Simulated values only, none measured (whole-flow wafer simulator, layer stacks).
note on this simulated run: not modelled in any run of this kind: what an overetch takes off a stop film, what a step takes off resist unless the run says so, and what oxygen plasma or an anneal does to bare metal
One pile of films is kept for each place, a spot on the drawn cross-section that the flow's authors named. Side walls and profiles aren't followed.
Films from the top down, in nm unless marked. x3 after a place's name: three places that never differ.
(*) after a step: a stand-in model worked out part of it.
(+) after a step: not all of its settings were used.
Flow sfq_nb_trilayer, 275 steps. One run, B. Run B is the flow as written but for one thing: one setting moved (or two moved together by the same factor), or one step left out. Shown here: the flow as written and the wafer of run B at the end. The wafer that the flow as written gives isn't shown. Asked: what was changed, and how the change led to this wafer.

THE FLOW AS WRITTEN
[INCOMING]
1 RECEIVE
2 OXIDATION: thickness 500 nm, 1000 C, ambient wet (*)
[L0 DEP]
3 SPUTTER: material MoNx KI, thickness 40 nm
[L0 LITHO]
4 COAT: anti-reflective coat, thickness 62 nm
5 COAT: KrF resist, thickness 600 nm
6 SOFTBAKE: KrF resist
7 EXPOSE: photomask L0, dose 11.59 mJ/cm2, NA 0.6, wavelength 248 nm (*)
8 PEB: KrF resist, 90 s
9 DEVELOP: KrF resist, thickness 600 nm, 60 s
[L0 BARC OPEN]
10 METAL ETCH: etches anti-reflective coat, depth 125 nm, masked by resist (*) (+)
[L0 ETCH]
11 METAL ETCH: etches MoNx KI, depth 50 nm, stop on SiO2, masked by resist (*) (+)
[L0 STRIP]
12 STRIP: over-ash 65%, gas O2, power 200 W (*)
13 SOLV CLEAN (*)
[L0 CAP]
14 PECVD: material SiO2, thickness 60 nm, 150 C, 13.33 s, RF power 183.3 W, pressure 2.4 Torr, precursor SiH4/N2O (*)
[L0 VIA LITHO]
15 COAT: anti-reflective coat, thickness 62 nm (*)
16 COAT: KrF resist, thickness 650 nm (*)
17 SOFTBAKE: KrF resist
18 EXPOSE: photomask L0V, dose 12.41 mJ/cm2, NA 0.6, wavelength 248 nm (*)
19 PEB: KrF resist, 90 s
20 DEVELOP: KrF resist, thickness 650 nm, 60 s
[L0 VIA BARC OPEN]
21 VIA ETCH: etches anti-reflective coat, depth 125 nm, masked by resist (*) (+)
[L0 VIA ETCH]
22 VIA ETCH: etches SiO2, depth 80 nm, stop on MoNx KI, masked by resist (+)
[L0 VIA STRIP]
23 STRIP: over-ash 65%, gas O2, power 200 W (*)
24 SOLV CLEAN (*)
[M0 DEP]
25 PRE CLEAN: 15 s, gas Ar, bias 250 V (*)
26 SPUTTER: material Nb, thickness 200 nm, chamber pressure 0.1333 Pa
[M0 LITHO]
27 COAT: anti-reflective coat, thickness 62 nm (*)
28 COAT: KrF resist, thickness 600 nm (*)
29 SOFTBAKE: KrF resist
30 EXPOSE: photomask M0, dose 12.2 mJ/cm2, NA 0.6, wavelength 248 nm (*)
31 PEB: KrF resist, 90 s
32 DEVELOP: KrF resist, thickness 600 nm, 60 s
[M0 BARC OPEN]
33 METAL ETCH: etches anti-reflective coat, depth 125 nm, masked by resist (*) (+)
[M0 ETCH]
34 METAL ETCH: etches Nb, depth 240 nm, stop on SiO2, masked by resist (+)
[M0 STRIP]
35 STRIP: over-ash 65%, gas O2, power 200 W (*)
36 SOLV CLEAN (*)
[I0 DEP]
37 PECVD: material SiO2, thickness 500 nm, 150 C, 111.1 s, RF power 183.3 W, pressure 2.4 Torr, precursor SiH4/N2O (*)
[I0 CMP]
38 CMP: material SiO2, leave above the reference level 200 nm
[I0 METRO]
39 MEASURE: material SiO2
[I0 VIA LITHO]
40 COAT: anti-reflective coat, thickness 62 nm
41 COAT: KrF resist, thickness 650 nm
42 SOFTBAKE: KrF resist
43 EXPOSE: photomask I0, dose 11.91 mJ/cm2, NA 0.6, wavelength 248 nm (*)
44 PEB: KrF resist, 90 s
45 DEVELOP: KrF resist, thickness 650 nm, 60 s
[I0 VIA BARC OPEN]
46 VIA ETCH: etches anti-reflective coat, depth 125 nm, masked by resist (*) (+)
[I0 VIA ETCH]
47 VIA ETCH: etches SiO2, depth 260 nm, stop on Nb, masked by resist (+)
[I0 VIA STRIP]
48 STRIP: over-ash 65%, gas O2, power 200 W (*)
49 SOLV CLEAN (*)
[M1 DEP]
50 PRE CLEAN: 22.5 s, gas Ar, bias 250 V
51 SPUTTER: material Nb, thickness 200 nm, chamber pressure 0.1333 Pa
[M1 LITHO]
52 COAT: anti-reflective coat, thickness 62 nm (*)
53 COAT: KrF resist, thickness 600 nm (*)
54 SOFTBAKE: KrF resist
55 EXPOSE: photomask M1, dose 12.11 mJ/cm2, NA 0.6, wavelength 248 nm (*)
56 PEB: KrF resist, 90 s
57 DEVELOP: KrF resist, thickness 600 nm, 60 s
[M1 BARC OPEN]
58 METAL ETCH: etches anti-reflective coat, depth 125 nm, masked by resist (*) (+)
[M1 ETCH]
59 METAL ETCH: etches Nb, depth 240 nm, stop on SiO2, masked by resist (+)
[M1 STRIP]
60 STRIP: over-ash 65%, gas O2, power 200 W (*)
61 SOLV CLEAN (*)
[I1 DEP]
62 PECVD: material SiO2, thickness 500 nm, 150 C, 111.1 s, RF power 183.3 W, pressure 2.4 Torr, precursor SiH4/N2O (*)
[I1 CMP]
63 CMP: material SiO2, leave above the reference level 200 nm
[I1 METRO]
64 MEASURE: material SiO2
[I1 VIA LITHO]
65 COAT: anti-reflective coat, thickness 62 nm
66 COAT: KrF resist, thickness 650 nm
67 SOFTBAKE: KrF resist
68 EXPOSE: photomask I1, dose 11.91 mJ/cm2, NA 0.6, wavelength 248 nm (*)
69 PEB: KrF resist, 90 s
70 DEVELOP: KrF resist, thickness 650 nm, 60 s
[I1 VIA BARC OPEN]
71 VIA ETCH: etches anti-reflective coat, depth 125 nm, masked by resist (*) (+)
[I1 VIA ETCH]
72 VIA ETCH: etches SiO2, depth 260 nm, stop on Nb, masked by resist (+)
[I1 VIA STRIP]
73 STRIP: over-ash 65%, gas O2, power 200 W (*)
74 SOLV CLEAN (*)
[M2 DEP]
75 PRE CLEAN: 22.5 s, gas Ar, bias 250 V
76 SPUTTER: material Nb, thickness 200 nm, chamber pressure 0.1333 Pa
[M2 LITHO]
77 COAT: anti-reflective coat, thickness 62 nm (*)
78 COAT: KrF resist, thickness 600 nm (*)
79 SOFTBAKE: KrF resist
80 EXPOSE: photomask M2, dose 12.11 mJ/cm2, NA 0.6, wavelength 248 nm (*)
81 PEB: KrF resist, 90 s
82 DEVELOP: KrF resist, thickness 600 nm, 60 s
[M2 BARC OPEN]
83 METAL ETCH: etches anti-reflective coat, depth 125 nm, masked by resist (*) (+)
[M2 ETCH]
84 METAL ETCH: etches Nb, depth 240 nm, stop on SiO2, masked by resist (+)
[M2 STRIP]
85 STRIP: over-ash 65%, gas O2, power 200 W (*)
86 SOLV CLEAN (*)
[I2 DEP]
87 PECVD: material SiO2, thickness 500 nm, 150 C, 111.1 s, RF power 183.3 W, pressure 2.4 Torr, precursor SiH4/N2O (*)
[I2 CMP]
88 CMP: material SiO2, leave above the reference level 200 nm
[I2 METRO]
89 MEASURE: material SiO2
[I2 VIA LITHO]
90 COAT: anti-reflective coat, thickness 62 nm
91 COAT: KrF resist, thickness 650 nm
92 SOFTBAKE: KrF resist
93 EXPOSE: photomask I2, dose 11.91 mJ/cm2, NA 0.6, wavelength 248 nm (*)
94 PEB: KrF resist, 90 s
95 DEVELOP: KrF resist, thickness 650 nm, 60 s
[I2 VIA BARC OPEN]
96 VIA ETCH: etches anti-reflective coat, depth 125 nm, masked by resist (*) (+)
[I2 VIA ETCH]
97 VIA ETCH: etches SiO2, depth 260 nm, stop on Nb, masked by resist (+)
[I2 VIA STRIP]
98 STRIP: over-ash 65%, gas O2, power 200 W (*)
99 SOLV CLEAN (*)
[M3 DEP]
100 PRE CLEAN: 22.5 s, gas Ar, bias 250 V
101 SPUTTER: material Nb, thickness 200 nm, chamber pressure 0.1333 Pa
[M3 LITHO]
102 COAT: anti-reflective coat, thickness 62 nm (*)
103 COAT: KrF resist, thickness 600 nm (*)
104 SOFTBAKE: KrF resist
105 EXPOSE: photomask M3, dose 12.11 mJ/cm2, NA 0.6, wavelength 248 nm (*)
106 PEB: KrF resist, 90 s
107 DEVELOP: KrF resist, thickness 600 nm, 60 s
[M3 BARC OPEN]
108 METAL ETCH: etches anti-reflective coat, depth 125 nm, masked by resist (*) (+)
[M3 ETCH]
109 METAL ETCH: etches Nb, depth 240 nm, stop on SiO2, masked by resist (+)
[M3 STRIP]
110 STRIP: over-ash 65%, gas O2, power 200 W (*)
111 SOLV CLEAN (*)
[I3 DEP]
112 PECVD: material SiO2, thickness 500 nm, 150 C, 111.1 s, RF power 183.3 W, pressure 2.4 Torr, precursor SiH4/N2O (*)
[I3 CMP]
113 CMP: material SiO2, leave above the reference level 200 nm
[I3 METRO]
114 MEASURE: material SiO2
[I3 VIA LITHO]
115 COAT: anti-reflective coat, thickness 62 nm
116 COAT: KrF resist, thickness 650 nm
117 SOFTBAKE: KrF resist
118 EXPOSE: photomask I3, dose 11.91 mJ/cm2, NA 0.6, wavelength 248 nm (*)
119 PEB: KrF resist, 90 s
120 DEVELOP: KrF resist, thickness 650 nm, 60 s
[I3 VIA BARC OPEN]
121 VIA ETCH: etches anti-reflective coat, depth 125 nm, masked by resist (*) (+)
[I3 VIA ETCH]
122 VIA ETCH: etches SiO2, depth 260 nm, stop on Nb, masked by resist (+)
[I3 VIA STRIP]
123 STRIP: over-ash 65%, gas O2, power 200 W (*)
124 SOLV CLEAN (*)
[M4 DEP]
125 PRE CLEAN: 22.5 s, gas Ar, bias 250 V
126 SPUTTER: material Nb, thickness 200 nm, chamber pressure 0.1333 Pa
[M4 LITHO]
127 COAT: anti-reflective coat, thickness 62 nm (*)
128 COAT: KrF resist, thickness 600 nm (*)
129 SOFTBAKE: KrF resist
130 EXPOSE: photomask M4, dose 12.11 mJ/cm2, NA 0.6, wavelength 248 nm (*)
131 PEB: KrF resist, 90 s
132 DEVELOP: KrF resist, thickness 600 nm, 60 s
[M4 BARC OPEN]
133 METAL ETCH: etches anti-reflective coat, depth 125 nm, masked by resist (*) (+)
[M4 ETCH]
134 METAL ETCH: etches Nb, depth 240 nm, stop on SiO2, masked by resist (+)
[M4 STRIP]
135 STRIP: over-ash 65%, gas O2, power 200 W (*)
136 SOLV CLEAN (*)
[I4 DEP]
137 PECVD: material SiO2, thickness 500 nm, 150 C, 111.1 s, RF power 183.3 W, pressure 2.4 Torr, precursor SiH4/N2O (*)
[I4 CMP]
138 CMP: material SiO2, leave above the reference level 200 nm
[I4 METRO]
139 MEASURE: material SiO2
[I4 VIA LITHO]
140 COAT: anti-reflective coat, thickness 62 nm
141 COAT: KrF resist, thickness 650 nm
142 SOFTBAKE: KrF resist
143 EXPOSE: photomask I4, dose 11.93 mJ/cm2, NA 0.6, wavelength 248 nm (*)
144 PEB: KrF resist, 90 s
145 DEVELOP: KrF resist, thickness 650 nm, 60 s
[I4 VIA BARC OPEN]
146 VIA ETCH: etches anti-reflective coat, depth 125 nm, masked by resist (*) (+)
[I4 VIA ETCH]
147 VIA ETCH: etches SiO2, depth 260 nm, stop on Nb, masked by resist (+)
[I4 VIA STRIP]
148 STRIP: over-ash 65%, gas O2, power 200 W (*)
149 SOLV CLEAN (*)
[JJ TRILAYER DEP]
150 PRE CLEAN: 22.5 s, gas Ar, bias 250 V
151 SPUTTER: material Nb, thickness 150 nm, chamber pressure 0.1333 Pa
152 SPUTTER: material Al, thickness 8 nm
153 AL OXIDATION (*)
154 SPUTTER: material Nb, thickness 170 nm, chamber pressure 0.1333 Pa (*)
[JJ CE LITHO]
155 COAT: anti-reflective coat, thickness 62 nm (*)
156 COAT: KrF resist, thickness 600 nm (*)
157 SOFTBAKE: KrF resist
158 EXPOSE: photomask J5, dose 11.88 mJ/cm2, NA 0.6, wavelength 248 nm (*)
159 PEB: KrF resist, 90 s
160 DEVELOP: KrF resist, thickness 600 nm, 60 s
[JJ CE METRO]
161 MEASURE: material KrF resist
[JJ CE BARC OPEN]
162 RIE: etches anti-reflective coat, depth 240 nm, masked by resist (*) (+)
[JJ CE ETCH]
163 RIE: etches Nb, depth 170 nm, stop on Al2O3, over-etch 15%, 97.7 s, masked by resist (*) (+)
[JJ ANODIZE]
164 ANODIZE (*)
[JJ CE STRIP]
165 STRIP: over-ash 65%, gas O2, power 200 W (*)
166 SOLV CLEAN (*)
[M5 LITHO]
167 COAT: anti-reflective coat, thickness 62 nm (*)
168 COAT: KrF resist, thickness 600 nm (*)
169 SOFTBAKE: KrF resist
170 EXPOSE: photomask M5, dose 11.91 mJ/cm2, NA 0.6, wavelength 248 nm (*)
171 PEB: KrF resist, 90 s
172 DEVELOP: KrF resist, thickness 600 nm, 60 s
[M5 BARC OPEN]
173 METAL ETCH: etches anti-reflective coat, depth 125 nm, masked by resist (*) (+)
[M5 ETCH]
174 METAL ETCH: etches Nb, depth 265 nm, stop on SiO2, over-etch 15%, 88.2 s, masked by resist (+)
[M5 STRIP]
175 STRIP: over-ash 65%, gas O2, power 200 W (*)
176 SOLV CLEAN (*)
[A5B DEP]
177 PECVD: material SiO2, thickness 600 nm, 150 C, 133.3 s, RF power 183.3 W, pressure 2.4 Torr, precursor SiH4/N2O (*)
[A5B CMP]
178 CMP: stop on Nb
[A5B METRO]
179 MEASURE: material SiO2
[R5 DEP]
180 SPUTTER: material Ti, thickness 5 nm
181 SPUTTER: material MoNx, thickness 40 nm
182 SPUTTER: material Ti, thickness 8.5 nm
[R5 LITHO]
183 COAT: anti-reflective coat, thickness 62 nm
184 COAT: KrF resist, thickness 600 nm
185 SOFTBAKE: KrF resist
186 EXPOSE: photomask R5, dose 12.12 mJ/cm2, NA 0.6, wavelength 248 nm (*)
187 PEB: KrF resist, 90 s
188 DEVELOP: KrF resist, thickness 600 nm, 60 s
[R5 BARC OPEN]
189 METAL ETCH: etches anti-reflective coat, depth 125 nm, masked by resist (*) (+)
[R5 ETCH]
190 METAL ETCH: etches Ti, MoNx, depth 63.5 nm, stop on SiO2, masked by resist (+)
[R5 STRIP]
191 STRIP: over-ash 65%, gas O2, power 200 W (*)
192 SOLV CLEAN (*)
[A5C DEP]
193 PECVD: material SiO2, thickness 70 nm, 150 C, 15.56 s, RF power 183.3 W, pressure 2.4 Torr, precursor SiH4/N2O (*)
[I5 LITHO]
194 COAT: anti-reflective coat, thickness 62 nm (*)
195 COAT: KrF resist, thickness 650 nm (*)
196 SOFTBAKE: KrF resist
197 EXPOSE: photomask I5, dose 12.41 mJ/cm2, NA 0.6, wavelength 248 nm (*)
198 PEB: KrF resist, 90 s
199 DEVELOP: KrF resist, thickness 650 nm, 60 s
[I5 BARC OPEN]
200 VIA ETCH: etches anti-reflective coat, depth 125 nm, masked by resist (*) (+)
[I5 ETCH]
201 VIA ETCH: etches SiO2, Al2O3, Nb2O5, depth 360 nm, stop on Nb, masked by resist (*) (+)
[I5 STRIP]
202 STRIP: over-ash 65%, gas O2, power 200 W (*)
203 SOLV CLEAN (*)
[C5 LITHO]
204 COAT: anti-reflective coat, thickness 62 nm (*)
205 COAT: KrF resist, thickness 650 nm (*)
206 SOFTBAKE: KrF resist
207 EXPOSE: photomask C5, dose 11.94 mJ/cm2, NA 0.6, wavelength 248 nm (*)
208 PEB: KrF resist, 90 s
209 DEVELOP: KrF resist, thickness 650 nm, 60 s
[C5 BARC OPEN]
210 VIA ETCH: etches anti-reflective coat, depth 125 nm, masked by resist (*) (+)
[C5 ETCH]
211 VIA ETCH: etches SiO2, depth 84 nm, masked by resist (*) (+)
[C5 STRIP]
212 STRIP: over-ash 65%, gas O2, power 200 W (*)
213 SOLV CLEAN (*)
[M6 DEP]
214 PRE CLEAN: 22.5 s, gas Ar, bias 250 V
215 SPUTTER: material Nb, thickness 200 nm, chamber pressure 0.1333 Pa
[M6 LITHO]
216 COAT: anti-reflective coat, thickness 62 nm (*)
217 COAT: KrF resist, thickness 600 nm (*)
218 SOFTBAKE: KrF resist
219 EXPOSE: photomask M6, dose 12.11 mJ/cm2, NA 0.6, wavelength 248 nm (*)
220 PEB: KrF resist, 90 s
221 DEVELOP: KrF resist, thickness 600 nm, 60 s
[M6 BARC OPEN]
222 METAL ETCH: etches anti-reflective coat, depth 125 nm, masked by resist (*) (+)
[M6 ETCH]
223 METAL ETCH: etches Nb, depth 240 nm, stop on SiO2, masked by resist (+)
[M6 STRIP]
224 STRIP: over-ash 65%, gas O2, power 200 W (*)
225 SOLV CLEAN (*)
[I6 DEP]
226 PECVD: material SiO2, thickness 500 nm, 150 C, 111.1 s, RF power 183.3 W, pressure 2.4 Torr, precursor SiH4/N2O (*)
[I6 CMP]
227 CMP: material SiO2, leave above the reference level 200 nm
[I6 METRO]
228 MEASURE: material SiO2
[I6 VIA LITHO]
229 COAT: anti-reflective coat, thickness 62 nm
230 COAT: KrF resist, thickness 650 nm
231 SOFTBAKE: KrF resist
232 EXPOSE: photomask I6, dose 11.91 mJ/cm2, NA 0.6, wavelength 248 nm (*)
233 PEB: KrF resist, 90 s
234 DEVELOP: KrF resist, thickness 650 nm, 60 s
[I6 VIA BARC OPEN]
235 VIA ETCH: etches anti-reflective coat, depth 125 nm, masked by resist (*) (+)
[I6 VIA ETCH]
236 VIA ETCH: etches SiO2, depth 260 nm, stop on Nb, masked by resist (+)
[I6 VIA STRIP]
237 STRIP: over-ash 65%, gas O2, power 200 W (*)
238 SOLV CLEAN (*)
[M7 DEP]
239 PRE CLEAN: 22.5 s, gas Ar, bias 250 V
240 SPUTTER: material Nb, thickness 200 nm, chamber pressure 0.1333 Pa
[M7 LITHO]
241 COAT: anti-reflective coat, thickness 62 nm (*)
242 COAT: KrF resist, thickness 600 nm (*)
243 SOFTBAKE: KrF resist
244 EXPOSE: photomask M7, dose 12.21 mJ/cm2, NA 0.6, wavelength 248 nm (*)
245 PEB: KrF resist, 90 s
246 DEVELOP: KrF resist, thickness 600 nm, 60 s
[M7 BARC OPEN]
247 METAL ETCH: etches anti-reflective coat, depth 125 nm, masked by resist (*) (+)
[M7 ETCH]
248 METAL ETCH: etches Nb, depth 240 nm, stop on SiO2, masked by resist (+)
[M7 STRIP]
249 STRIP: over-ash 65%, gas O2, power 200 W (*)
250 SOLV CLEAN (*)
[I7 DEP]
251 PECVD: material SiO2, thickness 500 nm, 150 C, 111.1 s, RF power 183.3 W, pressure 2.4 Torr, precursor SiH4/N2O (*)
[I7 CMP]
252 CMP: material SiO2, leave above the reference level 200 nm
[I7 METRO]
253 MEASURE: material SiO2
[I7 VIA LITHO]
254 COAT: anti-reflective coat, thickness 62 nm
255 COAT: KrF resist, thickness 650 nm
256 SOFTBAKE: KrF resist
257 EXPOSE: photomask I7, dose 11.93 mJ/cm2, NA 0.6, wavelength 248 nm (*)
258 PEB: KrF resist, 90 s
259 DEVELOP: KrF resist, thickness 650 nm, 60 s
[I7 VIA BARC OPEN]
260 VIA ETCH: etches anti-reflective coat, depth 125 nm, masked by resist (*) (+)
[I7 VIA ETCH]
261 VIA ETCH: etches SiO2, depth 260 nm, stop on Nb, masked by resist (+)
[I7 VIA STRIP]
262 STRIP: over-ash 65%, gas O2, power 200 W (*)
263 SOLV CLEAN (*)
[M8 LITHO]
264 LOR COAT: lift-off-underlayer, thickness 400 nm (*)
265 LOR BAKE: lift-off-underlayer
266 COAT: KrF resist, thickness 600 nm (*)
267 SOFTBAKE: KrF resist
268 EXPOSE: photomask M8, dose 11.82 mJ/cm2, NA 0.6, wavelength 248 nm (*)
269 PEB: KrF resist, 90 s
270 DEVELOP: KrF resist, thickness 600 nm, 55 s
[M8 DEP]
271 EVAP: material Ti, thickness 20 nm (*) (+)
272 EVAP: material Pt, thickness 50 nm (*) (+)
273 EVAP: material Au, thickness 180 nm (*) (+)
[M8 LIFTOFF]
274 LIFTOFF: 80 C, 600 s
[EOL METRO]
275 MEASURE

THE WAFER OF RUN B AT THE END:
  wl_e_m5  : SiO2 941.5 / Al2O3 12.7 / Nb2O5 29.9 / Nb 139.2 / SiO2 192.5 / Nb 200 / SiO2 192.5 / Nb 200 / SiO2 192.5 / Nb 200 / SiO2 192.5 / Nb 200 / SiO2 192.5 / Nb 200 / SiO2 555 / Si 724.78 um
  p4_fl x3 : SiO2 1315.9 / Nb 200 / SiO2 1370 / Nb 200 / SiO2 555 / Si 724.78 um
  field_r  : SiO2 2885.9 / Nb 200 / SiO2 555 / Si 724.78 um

The cause: step 240, SPUTTER: thickness 140 nm was run, where the flow has thickness 200 nm.

How the change led to this, step by step:
  240 SPUTTER: material Nb, thickness 200 nm, chamber pressure 0.1333 Pa
      field_l, v_sur, via_wl and 102 more: Nb +140 (new film) (as written it would be: Nb +200 (new film))
      via_v: Nb +112.6 (as written it would be: Nb +161.1)
  241 COAT: anti-reflective coat, thickness 62 nm (*)
      via_v: anti-reflective coat +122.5 (new film) (as written it would be: anti-reflective coat +126 (new film))
  248 METAL ETCH: etches Nb, depth 240 nm, stop on SiO2, masked by resist (+)
      field_l, field_r, lsp_l and 62 more: Nb -140 (all of it) (as written it would be: Nb -200 (all of it))
      v_sur, via_wl, via_w and 38 more: KrF resist -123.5 (as written it would be: KrF resist -141.2)
  249 STRIP: over-ash 65%, gas O2, power 200 W (*)
      wl_j_sl, wl_jj, wl_j_sr and 14 more: KrF resist -400 (all of it), anti-reflective coat -62 (all of it) (as written it would be: KrF resist -382.4 (all of it), anti-reflective coat -62 (all of it))
      ln_m5, lsp_m, ln_m6, lsp_r: KrF resist -399.6 (all of it), anti-reflective coat -61.8 (all of it) (as written it would be: KrF resist -381.9 (all of it), anti-reflective coat -61.8 (all of it))
      (and at 20 more places)
  251 PECVD: material SiO2, thickness 500 nm, 150 C, 111.1 s, RF power 183.3 W, pressure 2.4 Torr, precursor SiH4/N2O (*)
      m7r_space_l x2: SiO2 +500 (as written it would be: SiO2 +557.1)
      via_v: SiO2 +603.1 (new film) (as written it would be: SiO2 +621 (new film))
  252 CMP: material SiO2, leave above the reference level 200 nm
      field_l, p4_fl x3, p4_w1 x9 and 46 more: SiO2 -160 (as written it would be: SiO2 -100)
      field_r, lsp_l: SiO2 -144.4 (as written it would be: SiO2 -77.7)
      (and at 3 more places)
